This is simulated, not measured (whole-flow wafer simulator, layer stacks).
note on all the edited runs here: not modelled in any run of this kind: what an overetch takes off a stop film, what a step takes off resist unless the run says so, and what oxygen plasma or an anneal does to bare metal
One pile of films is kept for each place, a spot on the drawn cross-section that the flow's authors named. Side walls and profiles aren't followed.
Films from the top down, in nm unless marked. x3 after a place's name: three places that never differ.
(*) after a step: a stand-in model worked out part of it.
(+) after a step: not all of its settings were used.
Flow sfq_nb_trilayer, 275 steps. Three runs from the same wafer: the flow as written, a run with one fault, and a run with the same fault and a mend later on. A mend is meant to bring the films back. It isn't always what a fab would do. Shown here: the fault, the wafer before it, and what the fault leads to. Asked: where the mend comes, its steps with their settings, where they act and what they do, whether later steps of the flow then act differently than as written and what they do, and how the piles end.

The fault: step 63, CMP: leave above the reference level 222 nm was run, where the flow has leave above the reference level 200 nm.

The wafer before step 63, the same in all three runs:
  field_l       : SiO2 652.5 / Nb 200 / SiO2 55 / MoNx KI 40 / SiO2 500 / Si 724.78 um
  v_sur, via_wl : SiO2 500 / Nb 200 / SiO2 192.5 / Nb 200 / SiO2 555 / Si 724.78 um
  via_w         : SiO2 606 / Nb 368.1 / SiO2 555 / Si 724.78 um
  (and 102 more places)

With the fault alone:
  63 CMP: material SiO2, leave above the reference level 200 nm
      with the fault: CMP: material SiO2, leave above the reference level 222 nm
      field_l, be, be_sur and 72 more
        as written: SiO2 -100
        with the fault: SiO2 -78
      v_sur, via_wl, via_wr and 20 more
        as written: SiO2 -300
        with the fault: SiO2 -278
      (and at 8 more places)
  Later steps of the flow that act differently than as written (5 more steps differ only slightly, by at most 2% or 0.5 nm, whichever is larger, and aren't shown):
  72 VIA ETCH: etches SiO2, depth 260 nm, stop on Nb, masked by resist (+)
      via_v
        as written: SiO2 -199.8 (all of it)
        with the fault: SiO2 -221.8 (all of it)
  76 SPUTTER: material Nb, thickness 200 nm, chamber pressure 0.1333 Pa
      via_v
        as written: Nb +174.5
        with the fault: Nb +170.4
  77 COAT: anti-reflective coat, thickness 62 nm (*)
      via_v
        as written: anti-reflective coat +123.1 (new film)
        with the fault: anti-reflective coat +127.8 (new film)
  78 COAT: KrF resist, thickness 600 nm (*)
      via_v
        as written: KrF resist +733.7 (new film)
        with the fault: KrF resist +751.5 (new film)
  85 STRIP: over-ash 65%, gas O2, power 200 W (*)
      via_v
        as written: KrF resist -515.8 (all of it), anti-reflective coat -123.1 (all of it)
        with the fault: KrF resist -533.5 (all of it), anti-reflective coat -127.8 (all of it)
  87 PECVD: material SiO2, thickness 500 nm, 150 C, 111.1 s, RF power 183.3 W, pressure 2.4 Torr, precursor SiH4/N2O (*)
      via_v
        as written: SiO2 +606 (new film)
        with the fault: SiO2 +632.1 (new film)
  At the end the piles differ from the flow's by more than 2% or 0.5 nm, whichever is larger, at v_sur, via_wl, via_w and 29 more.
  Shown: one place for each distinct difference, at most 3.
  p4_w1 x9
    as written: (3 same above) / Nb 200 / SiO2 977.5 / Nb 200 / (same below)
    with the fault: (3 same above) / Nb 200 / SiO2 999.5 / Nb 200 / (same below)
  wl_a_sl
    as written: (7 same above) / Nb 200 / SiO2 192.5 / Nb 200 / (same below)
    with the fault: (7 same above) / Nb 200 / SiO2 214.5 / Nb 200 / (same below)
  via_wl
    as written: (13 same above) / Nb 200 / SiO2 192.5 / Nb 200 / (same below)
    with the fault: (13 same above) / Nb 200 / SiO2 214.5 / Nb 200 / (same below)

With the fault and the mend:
  The mend comes after step 64.
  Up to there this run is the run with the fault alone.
  64a CMP: material SiO2, leave above the reference level 200 nm (the flow's step 63 once more)
      field_l, v_sur, via_wl and 103 more
        SiO2 -22
  No later step of the flow acts differently than as written at any place that is followed.
  At the end the piles are the same as the flow's at every place that both follow.
